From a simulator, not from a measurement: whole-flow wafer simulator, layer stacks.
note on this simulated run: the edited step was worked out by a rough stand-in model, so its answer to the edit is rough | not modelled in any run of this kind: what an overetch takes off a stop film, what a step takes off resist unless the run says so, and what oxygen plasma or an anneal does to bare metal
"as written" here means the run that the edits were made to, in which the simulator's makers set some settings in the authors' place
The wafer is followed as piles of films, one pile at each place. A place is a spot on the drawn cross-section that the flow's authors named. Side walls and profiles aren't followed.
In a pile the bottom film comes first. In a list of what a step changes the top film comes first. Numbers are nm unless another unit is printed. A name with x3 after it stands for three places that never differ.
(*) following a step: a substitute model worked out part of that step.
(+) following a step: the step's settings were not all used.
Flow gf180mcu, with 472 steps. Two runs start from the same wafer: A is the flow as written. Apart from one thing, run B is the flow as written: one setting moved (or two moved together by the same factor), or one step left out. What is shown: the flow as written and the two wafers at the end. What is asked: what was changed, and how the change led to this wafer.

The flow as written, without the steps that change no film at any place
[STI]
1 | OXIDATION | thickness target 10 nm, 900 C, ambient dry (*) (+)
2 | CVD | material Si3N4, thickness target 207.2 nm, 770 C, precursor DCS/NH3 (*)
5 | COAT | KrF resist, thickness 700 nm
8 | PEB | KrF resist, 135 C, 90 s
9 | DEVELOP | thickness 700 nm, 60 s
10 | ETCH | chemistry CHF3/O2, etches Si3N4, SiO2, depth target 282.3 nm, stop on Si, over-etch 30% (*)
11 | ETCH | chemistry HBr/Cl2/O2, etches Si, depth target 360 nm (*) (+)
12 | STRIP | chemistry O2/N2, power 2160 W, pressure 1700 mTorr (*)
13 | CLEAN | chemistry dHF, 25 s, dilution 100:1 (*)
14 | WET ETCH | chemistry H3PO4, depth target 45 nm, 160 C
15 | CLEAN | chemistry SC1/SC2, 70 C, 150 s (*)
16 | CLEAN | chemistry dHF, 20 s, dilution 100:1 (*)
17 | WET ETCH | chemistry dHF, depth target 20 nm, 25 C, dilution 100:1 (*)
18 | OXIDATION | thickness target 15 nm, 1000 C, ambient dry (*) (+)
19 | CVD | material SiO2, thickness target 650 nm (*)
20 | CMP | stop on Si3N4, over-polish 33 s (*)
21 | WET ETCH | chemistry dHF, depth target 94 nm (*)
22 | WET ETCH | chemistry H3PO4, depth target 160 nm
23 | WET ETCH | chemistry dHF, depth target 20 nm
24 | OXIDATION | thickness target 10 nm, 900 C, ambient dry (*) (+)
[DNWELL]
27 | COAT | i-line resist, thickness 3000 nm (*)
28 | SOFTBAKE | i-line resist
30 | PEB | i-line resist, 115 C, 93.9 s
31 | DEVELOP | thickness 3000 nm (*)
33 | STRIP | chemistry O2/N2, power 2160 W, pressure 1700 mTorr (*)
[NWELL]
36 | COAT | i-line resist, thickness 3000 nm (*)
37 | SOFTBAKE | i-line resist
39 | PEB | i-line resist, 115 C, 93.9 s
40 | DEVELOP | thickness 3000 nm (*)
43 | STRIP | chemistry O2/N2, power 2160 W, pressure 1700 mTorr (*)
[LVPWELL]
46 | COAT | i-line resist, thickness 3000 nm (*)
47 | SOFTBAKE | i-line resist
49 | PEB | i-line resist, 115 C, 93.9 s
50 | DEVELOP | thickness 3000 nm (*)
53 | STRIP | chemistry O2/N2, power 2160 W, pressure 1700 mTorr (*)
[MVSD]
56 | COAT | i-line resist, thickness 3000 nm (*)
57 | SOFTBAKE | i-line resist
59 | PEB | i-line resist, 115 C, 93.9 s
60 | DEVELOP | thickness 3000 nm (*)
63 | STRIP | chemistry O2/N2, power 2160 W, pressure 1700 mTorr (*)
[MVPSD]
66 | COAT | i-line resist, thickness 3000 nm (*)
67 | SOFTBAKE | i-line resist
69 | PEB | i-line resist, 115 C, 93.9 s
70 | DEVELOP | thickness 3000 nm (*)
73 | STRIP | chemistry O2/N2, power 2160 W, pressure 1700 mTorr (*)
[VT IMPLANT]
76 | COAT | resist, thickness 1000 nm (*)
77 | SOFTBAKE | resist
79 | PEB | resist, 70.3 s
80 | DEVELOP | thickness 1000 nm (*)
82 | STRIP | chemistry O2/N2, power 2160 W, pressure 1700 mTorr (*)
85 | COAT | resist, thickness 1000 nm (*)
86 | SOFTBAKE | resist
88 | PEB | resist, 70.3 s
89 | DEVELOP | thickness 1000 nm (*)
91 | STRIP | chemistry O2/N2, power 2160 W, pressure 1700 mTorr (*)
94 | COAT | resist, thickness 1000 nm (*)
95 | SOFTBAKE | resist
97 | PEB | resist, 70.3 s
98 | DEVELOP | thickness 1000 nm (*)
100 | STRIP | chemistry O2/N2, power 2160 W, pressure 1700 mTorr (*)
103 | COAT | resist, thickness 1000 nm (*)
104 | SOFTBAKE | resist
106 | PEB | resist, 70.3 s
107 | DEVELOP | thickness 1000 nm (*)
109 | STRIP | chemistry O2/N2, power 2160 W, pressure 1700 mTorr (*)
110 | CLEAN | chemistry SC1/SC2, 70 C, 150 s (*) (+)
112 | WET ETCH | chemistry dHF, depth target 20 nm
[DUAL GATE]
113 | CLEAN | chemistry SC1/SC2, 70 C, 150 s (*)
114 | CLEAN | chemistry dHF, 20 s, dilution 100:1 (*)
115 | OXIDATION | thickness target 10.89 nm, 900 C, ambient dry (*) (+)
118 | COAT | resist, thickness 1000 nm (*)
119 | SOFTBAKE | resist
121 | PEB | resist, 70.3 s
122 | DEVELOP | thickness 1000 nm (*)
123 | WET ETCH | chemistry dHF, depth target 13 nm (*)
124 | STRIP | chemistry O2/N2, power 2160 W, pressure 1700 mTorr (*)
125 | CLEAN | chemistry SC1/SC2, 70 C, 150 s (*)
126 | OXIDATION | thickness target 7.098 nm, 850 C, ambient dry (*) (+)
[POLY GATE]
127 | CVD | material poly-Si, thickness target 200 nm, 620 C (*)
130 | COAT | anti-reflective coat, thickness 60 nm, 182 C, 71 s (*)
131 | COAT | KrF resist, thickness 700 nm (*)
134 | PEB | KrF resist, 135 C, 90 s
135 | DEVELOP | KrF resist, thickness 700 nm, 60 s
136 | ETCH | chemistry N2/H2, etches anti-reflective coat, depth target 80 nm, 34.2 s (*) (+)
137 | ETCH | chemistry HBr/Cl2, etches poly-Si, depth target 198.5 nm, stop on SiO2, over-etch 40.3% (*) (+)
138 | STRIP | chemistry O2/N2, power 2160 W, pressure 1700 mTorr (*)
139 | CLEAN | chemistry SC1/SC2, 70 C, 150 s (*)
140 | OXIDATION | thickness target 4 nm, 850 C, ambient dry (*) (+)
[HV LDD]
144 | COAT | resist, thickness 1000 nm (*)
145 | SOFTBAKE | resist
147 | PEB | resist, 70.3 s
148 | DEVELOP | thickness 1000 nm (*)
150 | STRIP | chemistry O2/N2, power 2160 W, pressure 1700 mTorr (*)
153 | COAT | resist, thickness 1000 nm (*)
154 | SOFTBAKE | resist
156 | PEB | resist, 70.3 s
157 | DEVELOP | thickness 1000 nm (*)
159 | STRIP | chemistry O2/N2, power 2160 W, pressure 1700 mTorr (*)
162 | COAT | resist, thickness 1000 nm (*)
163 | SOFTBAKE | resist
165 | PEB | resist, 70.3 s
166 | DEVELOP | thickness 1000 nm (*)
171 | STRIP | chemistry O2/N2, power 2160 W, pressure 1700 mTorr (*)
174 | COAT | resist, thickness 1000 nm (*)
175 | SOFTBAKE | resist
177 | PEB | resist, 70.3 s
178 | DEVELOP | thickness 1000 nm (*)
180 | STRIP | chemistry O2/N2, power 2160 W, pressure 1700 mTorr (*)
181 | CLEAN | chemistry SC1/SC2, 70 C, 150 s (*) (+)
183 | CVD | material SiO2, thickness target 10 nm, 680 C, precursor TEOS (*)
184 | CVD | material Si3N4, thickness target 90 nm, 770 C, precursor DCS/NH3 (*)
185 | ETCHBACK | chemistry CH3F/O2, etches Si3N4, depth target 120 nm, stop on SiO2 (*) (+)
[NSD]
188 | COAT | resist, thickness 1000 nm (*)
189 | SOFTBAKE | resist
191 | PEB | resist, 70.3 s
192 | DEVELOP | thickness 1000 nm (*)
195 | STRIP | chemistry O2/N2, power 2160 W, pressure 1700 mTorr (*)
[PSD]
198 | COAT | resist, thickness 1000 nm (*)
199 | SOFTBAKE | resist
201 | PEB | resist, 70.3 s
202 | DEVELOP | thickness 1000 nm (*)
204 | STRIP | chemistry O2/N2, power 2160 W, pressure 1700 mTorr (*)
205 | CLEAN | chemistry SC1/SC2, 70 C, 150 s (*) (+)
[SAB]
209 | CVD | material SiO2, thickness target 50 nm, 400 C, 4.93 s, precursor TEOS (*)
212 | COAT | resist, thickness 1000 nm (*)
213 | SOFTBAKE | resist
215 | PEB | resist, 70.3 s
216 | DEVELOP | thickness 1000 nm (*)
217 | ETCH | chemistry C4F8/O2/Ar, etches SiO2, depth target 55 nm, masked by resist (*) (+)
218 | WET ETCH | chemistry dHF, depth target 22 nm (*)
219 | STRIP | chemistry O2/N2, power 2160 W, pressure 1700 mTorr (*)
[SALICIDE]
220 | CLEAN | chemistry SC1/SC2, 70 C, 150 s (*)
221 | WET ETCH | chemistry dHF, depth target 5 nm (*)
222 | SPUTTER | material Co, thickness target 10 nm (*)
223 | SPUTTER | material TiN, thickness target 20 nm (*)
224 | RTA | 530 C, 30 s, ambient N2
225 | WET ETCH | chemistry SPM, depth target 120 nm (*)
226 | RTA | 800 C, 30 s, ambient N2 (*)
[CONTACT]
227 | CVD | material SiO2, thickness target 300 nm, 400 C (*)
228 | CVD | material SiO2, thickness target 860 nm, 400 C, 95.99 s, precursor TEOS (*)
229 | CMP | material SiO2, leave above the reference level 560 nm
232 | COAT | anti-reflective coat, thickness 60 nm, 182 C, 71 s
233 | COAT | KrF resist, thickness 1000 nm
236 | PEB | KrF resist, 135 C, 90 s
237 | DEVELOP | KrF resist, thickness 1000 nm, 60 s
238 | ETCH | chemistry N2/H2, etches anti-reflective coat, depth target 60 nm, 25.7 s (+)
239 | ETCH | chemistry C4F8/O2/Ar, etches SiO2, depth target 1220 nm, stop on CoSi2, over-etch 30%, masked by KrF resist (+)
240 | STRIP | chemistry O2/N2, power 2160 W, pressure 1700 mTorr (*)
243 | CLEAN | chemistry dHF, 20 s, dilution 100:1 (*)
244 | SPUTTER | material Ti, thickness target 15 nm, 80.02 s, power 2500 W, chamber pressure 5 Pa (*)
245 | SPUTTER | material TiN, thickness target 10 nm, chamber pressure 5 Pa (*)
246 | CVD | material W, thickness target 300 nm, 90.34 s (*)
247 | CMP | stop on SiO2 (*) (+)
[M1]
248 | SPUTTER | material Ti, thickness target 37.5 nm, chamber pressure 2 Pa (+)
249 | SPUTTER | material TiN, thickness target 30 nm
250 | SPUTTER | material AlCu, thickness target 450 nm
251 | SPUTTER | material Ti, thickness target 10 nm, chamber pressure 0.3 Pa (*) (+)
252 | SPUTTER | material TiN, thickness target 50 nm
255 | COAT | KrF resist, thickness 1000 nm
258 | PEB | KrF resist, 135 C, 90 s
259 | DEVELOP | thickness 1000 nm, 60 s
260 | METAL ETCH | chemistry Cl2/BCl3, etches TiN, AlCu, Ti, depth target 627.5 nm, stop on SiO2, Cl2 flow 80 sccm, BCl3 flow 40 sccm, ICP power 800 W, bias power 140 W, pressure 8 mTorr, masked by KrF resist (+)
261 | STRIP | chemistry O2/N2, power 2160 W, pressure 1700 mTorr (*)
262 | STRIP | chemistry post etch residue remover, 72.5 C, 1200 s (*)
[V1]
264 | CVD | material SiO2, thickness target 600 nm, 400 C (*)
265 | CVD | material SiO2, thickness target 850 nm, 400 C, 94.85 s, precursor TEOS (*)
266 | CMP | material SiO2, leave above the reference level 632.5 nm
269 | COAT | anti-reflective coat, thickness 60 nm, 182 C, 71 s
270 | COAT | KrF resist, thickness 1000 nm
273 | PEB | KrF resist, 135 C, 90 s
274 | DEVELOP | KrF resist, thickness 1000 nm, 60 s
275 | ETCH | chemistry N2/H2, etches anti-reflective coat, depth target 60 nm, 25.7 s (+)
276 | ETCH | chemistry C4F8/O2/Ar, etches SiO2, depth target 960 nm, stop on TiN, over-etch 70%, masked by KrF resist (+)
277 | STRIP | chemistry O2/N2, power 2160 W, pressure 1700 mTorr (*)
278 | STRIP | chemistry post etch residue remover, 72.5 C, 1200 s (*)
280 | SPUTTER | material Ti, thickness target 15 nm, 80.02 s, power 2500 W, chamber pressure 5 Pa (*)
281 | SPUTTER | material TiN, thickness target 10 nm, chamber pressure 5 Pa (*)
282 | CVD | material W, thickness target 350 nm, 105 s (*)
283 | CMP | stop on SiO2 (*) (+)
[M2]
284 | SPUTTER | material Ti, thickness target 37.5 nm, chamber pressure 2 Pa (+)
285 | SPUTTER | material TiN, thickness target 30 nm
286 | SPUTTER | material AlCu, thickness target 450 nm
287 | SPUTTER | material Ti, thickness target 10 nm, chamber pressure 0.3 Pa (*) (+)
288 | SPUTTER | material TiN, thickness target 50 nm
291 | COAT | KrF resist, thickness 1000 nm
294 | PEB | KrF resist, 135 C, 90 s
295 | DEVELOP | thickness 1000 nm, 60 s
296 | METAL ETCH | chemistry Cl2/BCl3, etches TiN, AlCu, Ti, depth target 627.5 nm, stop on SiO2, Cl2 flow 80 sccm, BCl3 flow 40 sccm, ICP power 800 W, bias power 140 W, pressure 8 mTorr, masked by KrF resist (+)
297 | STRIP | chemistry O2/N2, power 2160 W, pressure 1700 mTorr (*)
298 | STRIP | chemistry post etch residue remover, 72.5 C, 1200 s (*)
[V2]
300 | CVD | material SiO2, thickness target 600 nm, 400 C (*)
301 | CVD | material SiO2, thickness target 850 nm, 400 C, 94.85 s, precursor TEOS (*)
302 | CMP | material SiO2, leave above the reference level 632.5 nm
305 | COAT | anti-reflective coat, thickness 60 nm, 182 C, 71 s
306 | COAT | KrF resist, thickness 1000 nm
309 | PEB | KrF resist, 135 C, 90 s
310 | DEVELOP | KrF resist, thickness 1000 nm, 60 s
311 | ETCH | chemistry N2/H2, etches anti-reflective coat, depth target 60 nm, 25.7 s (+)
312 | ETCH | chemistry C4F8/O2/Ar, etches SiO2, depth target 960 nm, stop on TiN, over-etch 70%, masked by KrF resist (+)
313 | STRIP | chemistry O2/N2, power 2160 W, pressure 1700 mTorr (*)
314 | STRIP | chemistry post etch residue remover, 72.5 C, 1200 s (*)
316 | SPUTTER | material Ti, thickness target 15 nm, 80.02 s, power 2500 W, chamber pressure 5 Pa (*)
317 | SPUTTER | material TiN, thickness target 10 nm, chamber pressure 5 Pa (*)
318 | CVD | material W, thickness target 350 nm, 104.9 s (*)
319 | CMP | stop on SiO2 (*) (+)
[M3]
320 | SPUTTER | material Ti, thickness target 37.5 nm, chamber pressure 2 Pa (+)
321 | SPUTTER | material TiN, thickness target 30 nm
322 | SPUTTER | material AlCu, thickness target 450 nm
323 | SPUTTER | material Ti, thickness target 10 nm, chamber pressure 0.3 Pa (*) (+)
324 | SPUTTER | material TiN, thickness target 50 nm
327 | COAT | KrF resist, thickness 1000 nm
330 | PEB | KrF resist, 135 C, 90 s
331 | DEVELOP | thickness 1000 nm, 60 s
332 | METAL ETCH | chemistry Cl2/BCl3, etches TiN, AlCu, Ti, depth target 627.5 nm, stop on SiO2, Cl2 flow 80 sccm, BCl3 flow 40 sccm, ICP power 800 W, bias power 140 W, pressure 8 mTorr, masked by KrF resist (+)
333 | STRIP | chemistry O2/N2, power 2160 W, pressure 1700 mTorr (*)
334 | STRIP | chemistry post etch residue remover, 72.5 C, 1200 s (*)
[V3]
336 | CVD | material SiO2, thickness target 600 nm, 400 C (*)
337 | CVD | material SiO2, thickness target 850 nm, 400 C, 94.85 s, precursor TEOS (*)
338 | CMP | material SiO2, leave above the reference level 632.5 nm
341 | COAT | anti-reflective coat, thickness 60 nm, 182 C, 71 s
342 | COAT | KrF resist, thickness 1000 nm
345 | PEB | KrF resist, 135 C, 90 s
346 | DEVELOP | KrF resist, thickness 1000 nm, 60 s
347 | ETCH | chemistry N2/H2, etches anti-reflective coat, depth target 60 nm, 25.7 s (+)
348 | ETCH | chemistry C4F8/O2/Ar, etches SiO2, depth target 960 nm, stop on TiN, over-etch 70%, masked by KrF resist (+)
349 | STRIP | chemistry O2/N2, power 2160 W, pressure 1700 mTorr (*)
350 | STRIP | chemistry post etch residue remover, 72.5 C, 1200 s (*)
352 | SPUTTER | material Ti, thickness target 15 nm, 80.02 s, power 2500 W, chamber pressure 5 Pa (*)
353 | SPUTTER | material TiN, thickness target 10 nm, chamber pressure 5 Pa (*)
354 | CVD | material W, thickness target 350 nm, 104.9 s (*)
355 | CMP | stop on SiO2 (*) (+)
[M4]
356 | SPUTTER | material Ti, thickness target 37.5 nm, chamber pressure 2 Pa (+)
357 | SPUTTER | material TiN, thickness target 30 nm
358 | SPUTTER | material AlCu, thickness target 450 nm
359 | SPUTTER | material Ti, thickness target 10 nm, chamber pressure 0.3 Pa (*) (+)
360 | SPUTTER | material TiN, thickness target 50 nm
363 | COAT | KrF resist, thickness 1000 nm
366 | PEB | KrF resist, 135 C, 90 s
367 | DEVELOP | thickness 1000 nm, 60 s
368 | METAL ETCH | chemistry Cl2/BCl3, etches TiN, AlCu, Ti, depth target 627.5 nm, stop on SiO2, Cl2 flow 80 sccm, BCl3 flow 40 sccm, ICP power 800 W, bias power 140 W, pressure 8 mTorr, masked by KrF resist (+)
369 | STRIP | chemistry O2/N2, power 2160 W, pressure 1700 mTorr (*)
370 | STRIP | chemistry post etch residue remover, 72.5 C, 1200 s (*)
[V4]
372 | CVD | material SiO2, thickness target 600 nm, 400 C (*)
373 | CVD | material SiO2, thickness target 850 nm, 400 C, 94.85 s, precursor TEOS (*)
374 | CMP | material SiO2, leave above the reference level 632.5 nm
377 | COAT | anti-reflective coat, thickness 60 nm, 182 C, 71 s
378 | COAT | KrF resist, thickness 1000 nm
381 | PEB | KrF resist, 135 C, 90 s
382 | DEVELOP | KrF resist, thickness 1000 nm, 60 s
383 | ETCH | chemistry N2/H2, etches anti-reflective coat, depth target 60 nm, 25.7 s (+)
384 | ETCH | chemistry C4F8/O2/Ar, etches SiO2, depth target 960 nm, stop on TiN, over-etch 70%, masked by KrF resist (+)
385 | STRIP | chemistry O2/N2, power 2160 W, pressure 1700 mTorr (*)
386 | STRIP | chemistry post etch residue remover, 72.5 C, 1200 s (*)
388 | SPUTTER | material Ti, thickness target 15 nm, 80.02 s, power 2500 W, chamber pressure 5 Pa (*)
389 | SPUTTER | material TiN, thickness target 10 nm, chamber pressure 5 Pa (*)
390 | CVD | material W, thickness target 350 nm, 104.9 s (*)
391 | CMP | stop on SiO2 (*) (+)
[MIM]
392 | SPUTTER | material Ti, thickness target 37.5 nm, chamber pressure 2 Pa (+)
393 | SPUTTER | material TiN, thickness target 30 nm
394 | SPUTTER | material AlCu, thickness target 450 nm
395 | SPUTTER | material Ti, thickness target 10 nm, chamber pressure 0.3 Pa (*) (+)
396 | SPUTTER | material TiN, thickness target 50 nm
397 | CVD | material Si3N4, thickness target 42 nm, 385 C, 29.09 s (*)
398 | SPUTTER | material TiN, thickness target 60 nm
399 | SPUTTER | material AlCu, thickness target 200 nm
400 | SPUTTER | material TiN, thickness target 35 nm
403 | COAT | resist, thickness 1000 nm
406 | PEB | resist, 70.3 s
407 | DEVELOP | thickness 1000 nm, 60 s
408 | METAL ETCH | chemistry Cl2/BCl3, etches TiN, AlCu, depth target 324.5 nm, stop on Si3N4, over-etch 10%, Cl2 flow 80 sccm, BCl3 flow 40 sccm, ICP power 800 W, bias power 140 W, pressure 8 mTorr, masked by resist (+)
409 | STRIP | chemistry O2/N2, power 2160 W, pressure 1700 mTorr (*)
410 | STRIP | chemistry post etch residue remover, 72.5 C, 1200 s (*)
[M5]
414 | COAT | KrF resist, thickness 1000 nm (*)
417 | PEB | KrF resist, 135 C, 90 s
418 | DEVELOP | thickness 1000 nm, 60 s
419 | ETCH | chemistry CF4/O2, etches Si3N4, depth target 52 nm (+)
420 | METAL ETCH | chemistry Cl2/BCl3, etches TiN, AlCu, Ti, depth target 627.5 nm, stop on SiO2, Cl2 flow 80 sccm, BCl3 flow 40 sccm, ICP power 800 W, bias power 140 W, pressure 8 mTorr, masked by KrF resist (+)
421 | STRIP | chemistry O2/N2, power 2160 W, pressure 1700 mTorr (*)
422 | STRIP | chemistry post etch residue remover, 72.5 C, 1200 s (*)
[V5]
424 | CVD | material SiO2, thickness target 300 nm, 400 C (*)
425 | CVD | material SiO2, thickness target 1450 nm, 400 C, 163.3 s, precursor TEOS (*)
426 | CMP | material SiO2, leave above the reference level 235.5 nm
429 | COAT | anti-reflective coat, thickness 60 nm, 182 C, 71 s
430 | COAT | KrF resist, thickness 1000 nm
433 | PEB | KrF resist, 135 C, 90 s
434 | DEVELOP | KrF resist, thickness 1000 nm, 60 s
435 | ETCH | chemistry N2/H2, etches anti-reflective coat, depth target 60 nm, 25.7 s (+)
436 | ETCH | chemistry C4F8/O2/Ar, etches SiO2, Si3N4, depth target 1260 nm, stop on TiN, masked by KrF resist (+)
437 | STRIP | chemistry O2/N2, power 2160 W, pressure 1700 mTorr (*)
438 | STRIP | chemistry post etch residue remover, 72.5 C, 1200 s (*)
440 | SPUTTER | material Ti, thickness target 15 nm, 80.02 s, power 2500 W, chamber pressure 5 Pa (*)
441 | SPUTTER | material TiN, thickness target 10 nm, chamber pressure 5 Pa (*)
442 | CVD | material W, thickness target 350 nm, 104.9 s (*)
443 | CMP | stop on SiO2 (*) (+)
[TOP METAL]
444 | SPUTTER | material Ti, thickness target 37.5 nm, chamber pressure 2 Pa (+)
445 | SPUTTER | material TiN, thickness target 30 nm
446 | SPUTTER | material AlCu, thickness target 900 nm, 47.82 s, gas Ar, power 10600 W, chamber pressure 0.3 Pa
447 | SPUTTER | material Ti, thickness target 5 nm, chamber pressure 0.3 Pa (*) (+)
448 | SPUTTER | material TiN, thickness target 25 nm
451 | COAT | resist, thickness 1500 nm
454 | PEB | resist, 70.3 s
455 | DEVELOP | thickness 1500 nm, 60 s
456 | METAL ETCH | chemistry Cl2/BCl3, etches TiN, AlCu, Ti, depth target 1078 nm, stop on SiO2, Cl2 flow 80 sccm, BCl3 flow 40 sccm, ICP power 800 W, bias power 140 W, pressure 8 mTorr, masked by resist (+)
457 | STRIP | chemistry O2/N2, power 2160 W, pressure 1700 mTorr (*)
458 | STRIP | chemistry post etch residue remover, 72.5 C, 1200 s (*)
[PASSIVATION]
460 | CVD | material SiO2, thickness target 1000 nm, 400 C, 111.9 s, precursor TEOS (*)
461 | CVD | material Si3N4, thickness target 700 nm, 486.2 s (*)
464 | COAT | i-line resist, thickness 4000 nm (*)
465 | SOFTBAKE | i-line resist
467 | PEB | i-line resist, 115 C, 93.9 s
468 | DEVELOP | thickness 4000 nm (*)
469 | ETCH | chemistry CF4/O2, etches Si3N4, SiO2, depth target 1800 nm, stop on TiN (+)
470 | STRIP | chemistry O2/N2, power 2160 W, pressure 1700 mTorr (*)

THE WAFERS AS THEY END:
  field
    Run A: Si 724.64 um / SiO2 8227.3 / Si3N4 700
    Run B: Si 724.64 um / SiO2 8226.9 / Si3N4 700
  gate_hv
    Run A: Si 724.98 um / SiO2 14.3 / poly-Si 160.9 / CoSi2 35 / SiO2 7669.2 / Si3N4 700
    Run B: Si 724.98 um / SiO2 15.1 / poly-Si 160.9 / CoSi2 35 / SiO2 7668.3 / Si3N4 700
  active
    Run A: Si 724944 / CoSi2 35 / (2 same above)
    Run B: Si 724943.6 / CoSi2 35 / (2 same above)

What caused this: step 126, OXIDATION: thickness target 8.092 nm was run, whereas the flow has thickness target 7.098 nm.

The path from the change to this, step by step:
  126 | OXIDATION | thickness target 7.098 nm, 850 C, ambient dry (*) (+)
      gate_hv, active_hv, active_nat and 25 more: A SiO2 gains 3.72, Si loses 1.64 | B SiO2 gains 4.57, Si loses 2.01
      active, n_well, p_well and 12 more: A SiO2 gains 7.1 (new film), chemical SiO2 loses 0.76 (all of it), Si loses 2.79 | B SiO2 gains 8.09 (new film), chemical SiO2 loses 0.76 (all of it), Si loses 3.23
  189 | SOFTBAKE | resist
      nw_enc_fld_lv__w3: A resist gains 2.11 | B resist loses 1.57
  199 | SOFTBAKE | resist
      nw_enc_fld_lv__w3: A resist gains 2.11 | B resist loses 1.57
  218 | WET ETCH | chemistry dHF, depth target 22 nm (*)
      active, p_well, sd_n, iso_ptap_pw, iso_ntap_nw, iso_ptap_sub, vpnp_e: A SiO2 loses 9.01 (all of it) | B SiO2 loses 9.94 (all of it)
      ldn_tap, ldn_src, ldn_drn, ldp_tap, ldp_src, ldp_drn, ldp_gr: A SiO2 loses 16 (all of it) | B SiO2 loses 16.8 (all of it)
      (as well as at 9 more places)
